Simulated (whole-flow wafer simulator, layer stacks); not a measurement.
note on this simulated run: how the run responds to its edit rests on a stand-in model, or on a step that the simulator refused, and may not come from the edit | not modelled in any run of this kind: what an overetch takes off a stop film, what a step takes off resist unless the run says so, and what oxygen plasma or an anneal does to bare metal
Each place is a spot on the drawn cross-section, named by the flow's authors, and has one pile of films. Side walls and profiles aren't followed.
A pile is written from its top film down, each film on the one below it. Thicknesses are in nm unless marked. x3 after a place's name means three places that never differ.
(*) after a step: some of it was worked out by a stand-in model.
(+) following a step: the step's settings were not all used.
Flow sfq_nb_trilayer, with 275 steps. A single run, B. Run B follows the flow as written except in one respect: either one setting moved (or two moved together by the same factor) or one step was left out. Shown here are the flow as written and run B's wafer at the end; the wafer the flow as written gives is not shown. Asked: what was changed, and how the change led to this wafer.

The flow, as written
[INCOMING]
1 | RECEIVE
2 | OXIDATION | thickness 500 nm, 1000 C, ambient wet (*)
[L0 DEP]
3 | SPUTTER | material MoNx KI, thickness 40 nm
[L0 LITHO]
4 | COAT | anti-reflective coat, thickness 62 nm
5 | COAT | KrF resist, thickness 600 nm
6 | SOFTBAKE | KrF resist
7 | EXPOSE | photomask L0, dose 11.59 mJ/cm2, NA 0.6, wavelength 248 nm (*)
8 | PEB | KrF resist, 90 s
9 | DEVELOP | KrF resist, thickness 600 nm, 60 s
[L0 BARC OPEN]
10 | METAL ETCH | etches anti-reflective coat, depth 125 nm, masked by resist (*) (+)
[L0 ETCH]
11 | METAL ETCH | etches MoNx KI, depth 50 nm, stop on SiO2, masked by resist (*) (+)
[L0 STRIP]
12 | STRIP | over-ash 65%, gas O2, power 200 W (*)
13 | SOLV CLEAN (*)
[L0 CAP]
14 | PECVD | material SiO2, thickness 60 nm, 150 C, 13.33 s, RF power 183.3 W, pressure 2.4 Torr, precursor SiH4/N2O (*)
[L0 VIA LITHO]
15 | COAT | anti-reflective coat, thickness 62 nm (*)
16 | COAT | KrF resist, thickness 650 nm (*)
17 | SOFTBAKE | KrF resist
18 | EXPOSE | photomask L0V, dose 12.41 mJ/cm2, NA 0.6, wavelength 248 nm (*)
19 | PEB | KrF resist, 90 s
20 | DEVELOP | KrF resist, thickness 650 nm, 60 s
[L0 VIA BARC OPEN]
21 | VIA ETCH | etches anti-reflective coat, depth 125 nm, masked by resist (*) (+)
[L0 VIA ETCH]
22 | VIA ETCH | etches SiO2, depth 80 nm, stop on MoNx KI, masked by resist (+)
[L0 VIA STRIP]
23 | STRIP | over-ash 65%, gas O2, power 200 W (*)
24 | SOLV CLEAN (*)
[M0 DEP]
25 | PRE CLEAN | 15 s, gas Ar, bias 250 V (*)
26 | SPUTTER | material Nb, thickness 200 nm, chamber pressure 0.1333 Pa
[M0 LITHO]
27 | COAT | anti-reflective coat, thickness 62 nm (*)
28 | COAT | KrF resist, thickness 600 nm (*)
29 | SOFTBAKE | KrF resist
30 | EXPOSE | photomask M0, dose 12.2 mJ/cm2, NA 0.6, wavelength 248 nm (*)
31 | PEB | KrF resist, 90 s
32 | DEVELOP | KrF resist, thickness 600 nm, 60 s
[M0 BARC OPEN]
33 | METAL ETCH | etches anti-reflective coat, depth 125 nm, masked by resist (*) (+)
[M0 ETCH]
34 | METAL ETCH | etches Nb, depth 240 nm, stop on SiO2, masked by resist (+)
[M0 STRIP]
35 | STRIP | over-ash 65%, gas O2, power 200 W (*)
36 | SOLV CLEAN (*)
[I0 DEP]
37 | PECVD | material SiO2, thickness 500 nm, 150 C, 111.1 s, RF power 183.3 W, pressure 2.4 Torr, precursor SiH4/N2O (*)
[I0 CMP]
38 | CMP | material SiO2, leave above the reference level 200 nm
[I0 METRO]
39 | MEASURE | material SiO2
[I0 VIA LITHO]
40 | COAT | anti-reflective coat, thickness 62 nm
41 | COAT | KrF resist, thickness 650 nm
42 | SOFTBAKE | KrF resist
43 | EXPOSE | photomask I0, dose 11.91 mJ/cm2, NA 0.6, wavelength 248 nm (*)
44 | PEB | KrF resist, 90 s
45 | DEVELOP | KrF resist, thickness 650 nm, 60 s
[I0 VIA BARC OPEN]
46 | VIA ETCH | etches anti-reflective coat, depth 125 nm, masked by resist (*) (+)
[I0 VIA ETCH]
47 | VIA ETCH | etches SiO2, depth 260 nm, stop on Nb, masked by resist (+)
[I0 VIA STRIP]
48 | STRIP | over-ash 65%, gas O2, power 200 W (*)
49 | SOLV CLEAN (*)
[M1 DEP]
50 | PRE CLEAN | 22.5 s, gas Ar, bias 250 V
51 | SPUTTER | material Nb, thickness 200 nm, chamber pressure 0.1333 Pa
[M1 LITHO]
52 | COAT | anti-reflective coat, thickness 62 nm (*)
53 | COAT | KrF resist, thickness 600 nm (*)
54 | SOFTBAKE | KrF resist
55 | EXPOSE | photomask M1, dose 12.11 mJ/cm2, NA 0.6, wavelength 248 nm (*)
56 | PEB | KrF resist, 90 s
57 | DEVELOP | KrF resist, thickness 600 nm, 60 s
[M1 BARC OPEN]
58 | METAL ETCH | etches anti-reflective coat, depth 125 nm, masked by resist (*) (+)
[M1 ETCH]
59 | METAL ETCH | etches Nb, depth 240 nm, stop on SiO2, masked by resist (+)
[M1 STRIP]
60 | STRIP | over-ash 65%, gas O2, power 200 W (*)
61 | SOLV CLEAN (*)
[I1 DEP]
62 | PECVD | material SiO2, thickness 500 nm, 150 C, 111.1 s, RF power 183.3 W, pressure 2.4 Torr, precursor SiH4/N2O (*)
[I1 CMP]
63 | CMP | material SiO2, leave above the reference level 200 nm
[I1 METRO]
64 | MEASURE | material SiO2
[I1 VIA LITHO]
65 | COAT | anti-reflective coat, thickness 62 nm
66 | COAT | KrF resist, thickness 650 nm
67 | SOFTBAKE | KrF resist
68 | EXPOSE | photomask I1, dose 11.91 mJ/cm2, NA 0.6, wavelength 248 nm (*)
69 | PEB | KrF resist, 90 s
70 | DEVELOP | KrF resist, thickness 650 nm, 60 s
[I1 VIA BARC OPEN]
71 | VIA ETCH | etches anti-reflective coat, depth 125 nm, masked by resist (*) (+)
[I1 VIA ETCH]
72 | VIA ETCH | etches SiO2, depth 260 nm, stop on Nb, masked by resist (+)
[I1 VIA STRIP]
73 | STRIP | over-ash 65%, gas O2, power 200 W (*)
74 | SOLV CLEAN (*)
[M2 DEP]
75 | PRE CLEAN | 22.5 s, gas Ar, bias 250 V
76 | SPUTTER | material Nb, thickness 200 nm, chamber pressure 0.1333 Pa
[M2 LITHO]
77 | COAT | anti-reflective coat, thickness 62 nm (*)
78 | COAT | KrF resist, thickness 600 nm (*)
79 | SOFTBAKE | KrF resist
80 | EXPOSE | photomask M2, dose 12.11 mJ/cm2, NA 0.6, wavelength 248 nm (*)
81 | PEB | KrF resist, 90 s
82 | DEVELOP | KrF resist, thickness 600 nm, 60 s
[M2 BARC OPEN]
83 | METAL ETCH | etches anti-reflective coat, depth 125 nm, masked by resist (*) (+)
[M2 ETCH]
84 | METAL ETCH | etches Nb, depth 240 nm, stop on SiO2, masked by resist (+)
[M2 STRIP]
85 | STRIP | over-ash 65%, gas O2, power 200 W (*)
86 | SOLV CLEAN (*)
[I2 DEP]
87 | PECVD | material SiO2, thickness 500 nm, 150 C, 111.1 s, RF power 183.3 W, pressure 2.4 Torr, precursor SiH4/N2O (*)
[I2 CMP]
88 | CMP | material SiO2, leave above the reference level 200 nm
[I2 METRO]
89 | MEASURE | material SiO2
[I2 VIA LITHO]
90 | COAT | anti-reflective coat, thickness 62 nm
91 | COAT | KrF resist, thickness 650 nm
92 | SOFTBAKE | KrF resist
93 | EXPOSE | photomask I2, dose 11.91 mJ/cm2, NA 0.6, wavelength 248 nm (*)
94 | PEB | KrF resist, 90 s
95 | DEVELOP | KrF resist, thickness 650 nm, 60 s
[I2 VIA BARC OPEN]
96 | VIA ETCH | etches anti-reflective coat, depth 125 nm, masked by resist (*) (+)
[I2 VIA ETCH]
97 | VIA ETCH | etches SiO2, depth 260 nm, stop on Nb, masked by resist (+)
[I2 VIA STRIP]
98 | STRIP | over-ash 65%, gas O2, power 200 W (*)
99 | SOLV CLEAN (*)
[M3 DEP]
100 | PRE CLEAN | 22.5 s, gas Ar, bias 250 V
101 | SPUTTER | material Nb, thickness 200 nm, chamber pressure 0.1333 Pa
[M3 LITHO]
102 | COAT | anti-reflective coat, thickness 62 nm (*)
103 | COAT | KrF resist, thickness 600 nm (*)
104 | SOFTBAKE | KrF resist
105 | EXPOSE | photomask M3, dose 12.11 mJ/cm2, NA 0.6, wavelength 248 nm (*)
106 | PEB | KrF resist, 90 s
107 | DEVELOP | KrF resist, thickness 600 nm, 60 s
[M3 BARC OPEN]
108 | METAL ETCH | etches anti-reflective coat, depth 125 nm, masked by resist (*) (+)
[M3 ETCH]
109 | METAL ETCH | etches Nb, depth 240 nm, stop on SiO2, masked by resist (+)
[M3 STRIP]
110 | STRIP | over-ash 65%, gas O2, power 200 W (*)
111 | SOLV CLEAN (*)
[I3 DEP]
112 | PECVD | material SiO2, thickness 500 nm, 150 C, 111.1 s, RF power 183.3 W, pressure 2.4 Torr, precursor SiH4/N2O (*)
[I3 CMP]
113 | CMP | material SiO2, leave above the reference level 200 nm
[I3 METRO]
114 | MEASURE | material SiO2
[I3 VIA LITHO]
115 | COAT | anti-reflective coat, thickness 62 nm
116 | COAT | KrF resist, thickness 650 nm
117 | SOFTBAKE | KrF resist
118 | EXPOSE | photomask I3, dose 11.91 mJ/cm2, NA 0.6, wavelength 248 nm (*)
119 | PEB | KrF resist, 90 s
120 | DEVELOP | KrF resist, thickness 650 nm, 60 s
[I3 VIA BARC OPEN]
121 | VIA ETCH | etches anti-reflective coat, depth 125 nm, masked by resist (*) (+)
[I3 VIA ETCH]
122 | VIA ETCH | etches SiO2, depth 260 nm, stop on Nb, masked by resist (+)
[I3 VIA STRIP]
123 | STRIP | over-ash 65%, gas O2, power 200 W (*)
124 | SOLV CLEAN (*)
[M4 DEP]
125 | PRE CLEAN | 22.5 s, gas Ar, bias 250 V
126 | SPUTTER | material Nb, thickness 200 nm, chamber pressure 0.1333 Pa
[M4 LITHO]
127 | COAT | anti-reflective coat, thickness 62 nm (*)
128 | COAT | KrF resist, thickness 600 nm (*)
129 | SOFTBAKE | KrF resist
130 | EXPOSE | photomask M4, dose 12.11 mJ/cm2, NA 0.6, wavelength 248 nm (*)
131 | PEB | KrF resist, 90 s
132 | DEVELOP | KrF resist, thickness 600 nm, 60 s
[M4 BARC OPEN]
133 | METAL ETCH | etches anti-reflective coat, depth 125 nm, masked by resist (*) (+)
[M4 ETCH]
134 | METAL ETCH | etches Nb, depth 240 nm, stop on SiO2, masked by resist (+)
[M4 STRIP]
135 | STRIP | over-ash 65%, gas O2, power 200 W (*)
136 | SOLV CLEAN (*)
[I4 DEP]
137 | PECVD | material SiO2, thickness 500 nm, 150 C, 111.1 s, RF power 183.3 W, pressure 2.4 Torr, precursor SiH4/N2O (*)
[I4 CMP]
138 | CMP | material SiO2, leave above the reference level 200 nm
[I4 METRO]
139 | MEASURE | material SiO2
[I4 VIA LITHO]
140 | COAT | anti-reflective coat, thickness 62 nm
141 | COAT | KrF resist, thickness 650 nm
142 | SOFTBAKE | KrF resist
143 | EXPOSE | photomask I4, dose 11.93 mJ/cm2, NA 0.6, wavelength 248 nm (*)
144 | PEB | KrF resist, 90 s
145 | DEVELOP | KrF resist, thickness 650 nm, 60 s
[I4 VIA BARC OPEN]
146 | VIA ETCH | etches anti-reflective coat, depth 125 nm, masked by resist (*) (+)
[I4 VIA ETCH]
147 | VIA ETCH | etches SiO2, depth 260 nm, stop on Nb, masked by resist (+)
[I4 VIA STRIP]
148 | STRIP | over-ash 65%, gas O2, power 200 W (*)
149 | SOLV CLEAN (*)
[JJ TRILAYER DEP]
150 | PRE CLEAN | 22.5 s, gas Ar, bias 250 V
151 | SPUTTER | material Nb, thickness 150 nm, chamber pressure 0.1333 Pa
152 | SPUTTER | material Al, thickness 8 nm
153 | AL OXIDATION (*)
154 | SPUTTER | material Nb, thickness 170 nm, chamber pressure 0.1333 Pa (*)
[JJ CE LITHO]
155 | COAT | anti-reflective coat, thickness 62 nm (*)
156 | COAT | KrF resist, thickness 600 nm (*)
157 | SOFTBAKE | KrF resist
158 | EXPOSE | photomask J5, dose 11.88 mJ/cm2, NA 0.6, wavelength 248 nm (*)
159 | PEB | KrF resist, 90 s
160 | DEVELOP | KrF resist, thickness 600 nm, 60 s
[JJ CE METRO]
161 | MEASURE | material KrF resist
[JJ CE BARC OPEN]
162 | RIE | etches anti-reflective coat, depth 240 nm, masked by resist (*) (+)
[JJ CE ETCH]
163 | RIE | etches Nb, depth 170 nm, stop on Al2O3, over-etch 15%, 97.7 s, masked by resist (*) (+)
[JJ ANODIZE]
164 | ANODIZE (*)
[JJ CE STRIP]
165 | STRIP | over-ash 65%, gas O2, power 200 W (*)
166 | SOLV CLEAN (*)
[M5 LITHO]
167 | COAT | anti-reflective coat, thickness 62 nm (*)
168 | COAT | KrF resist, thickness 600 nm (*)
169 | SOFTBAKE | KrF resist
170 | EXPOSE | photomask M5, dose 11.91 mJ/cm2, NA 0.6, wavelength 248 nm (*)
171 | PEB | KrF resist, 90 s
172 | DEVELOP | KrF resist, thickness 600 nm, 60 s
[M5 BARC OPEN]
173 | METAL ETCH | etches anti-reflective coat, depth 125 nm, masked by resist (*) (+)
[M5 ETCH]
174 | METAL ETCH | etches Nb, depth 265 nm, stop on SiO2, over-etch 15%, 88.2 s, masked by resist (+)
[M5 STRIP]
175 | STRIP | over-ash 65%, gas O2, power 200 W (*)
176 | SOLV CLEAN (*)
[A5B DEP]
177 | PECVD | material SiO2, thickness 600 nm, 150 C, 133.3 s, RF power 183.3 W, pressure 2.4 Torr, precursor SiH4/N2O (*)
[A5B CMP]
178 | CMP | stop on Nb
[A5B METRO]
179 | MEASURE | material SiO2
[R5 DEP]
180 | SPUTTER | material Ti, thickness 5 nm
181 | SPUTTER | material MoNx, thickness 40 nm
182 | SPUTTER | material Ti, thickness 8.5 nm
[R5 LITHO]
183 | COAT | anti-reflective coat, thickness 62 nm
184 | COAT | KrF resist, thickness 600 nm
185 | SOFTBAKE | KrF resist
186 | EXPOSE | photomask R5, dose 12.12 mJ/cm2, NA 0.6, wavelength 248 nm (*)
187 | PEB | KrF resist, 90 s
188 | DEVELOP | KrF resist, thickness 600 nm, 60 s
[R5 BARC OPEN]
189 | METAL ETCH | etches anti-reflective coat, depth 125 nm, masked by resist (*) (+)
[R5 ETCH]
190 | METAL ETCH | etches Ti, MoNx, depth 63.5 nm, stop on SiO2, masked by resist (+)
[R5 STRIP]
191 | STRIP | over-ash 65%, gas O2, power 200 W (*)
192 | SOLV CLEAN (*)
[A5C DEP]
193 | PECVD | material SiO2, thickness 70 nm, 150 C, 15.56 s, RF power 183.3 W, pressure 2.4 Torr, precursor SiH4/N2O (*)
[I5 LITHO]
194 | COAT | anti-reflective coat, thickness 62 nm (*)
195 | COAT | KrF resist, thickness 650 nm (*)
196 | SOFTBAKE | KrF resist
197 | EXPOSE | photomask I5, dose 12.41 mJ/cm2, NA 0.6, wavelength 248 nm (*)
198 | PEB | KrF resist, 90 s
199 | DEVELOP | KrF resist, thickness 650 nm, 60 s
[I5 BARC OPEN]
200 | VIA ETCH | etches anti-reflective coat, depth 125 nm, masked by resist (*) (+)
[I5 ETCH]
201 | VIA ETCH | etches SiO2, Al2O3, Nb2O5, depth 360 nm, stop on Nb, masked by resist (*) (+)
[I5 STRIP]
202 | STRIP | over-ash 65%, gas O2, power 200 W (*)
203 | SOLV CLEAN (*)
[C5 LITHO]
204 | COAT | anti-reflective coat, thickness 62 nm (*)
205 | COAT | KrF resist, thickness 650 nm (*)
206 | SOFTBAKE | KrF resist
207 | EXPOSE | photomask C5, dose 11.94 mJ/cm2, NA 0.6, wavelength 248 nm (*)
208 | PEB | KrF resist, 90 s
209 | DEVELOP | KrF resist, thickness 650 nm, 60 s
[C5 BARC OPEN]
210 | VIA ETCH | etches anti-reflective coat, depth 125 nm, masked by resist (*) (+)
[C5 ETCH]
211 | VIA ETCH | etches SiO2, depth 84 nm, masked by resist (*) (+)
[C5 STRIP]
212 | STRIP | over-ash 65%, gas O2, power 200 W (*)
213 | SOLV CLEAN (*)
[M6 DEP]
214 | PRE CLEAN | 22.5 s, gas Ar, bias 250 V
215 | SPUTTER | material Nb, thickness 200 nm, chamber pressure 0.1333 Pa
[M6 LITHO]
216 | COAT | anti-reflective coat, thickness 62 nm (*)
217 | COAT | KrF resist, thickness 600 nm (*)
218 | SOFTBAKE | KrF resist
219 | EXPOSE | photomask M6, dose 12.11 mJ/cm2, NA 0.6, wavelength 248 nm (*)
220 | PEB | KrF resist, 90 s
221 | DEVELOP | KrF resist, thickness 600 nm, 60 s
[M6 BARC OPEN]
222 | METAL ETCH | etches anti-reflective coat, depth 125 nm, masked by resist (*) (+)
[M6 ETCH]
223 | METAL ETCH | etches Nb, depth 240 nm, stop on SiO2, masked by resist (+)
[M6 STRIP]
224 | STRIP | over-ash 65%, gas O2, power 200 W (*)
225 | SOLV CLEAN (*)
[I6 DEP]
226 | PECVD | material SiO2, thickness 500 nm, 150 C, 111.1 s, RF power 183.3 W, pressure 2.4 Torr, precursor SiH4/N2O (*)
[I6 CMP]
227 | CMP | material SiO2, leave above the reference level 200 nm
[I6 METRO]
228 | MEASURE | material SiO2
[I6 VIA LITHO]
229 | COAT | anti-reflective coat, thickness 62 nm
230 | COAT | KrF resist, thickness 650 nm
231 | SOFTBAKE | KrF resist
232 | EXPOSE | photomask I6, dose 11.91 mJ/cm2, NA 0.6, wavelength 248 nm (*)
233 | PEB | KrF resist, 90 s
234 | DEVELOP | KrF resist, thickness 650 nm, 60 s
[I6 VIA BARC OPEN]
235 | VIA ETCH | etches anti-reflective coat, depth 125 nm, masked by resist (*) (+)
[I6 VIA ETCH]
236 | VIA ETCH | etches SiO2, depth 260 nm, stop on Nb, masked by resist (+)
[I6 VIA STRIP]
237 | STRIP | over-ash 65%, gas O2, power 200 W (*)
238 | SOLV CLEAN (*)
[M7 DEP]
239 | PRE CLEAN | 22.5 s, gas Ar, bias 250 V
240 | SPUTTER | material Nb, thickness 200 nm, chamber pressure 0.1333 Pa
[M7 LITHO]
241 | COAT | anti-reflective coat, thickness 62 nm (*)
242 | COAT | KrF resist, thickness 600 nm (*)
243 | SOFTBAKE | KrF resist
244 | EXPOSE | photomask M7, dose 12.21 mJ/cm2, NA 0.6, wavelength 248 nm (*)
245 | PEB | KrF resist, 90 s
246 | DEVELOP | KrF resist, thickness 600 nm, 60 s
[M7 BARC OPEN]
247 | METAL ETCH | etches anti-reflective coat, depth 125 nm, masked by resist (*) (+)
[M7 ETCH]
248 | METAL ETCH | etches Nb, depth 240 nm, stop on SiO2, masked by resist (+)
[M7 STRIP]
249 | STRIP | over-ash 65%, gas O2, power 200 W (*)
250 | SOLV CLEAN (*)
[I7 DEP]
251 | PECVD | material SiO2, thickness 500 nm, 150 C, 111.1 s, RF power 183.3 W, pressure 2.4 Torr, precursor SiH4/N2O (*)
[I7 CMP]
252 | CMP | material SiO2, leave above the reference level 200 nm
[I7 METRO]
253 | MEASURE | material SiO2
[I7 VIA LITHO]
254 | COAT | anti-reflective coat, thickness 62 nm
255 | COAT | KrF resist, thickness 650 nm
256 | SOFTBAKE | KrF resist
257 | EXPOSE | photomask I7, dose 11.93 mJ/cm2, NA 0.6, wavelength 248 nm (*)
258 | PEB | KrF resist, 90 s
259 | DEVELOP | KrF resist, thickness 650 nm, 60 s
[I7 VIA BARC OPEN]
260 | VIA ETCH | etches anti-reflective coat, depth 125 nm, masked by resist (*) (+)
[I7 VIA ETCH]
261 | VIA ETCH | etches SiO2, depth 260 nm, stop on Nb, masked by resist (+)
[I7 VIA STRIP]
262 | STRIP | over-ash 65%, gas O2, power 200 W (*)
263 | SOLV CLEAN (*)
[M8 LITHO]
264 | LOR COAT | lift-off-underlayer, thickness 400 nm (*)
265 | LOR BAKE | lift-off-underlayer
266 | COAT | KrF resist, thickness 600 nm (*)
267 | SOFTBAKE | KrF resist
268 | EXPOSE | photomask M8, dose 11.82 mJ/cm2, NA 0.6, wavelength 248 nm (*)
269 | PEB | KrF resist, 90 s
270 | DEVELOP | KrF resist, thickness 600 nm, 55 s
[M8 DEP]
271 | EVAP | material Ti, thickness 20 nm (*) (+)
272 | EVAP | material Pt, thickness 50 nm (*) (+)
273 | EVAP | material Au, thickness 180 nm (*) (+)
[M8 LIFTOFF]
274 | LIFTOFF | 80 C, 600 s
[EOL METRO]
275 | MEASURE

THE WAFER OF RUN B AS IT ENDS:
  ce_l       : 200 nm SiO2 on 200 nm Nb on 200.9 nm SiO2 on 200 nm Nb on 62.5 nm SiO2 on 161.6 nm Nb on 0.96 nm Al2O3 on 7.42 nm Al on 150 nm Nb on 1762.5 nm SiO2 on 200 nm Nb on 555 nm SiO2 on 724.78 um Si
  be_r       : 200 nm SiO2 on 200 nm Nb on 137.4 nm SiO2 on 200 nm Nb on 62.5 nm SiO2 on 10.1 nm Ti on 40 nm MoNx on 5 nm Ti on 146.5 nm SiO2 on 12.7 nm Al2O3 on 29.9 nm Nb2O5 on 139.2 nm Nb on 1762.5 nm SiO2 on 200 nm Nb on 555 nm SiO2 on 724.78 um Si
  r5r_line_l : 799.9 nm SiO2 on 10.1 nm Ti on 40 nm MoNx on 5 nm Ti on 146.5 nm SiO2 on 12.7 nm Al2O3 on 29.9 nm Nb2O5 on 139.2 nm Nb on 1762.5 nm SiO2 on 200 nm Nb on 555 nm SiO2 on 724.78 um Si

What caused this: step 182, SPUTTER: thickness 10.1 nm was run, though the flow has thickness 8.5 nm.
The wafer itself shows it: be_r has Ti 10.1, and step 182 as written asks for 8.5 nm.

Step by step, how the change led to this:
  182 | SPUTTER | material Ti, thickness 8.5 nm
      field_l, v_sur, via_wl and 103 more: +10.1 Ti (new film) (in the flow as written it would be: +8.5 Ti (new film))
  190 | METAL ETCH | etches Ti, MoNx, depth 63.5 nm, stop on SiO2, masked by resist (+)
      field_l, v_sur, via_wl and 92 more: -10.1 Ti (all of it), -40 MoNx (all of it), -5 Ti (all of it) (in the flow as written it would be: -8.5 Ti (all of it), -40 MoNx (all of it), -5 Ti (all of it))
      ce_l, c5j, ce_r, wl_jj: -10.1 Ti (all of it), -40 MoNx (all of it), -5 Ti (all of it), -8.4 Nb (in the flow as written it would be: -8.5 Ti (all of it), -40 MoNx (all of it), -5 Ti (all of it), -10 Nb)
